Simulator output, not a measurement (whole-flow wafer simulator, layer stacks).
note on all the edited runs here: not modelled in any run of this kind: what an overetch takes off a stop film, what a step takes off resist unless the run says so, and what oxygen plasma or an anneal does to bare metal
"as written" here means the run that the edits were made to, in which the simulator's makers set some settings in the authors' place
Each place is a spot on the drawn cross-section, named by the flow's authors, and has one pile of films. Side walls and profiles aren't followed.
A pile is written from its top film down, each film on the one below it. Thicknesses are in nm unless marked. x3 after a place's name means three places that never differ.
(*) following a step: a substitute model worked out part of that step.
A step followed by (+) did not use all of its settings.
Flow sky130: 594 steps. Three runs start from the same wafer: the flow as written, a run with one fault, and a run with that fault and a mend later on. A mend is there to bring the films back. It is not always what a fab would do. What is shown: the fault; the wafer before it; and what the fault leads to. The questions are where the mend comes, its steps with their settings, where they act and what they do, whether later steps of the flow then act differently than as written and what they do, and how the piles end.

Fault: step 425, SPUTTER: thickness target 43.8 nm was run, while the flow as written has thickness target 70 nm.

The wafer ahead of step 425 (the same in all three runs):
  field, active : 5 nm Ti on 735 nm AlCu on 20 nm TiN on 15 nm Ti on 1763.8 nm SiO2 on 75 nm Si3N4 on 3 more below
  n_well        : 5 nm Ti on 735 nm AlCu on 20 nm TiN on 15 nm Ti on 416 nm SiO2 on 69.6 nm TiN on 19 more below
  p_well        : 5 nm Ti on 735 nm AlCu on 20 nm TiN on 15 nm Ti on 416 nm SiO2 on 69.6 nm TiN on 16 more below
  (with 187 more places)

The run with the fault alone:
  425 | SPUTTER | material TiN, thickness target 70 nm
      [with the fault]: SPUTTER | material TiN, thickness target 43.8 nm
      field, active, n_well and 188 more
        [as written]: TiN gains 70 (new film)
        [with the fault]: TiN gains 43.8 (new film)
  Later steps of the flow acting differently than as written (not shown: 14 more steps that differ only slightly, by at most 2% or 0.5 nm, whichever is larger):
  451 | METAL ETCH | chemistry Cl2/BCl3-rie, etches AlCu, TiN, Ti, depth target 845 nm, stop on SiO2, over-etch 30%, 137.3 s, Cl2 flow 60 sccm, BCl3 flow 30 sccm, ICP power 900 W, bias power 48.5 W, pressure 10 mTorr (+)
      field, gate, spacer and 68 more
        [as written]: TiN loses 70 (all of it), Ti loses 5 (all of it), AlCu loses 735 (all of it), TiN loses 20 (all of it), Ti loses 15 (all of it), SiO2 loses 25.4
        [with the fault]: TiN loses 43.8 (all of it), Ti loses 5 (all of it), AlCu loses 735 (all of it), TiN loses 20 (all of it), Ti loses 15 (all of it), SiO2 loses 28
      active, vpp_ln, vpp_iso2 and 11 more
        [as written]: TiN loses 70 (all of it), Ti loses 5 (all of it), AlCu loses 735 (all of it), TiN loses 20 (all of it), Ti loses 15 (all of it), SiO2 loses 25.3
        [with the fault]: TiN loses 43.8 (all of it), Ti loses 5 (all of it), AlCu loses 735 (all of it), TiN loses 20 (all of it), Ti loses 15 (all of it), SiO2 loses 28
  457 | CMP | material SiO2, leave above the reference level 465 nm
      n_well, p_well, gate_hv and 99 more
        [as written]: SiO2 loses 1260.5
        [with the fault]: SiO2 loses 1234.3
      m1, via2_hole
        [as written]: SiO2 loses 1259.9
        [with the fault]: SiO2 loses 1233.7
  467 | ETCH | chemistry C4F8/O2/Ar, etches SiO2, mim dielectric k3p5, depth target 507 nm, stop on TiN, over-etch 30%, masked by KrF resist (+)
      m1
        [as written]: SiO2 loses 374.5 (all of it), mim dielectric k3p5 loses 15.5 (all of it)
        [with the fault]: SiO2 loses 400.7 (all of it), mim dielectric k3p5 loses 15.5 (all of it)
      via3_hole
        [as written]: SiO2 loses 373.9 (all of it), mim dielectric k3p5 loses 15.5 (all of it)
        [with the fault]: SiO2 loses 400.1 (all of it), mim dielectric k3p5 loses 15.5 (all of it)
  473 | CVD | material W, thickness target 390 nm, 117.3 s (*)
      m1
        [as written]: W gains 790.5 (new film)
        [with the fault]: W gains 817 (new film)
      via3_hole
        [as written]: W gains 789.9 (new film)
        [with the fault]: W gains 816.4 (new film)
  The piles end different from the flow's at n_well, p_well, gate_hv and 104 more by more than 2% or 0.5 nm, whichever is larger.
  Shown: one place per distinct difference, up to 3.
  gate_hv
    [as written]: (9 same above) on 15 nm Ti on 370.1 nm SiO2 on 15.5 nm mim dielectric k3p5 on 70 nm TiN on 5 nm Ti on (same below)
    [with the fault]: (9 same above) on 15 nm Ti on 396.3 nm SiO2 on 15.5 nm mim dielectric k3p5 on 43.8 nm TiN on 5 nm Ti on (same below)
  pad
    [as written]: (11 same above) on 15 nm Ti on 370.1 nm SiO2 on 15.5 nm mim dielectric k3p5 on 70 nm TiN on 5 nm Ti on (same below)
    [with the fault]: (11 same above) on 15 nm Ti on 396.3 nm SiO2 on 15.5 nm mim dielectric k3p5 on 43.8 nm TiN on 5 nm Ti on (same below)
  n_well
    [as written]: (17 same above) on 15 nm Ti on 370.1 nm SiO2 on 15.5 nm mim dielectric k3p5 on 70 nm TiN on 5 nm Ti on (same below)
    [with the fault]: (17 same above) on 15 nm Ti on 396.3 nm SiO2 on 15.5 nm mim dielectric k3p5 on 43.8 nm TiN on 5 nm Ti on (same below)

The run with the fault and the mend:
  The mend follows step 425.
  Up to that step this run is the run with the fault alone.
  425a | SPUTTER | material TiN, thickness target 26.2 nm (the flow's step 425 again, with other settings)
      field, active, n_well and 188 more
        TiN gains 26.2
  None of the later steps of the flow acts differently than as written at any place that is followed.
  At every place that both follow, the piles at the end match the flow's.
